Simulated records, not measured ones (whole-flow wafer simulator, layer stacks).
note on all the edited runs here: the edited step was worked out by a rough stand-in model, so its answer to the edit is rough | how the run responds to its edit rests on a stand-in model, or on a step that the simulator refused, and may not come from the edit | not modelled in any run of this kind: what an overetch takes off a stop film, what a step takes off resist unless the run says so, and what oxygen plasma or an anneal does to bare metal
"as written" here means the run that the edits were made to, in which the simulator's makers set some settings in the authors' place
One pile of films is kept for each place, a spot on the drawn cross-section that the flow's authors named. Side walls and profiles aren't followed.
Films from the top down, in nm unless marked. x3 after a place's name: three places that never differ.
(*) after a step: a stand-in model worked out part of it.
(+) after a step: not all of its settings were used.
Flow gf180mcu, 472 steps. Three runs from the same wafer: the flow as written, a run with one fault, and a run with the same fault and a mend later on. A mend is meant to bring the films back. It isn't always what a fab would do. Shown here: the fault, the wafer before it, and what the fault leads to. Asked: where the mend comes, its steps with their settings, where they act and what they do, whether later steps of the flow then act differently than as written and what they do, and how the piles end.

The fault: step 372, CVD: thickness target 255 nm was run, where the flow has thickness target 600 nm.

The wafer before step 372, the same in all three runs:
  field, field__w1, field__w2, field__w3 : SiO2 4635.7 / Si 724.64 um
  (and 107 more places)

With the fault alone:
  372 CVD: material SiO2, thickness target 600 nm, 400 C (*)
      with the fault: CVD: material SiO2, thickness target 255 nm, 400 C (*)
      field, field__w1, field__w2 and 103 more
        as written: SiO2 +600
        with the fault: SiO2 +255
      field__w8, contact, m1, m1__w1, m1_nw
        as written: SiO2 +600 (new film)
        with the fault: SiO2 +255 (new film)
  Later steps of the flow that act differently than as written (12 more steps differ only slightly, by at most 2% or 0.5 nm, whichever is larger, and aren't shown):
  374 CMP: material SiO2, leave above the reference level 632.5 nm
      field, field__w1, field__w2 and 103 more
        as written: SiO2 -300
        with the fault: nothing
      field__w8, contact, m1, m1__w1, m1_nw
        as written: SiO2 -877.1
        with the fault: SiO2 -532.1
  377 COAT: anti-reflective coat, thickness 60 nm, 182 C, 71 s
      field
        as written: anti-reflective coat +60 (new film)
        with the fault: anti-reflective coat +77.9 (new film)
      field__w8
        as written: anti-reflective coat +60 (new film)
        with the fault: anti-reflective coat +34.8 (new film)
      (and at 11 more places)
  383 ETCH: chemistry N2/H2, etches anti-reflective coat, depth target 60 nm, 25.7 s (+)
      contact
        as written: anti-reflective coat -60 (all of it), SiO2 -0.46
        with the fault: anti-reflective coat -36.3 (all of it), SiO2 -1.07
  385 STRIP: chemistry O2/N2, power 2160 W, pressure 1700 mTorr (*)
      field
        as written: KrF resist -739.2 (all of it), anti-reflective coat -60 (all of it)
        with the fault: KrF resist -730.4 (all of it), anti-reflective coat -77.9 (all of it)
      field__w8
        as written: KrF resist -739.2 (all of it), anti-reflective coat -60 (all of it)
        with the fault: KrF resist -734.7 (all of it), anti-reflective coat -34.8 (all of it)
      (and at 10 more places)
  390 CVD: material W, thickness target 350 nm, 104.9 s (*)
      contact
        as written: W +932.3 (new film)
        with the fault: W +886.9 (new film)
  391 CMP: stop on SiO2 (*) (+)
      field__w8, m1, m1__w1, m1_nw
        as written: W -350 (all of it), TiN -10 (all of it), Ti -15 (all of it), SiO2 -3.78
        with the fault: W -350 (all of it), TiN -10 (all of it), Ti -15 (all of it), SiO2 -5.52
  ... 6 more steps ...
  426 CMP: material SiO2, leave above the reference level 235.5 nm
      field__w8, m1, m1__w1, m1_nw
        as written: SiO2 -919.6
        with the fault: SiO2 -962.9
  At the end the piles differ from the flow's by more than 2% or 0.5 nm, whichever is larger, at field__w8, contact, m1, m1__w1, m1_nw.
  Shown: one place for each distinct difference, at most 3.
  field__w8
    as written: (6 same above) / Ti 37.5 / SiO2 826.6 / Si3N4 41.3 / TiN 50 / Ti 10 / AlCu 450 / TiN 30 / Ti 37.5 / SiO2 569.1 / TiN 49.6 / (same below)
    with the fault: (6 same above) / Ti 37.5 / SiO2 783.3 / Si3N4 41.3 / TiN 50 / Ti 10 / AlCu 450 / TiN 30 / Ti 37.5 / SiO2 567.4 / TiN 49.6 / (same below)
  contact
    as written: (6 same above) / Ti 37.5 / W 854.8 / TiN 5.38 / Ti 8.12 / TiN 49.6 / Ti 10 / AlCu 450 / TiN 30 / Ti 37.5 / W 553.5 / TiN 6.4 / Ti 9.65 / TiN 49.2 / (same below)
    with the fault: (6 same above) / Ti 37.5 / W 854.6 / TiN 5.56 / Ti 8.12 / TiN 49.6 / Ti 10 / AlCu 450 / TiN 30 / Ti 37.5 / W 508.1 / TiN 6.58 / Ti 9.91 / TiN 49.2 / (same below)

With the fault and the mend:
  The mend comes after step 372.
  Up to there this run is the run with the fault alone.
  372a CVD: material SiO2, thickness target 345 nm, 400 C (*) (the flow's step 372 once more, with other settings)
      field, field__w1, field__w2 and 108 more
        SiO2 +345
  No later step of the flow acts differently than as written at any place that is followed.
  At the end the piles are the same as the flow's at every place that both follow.
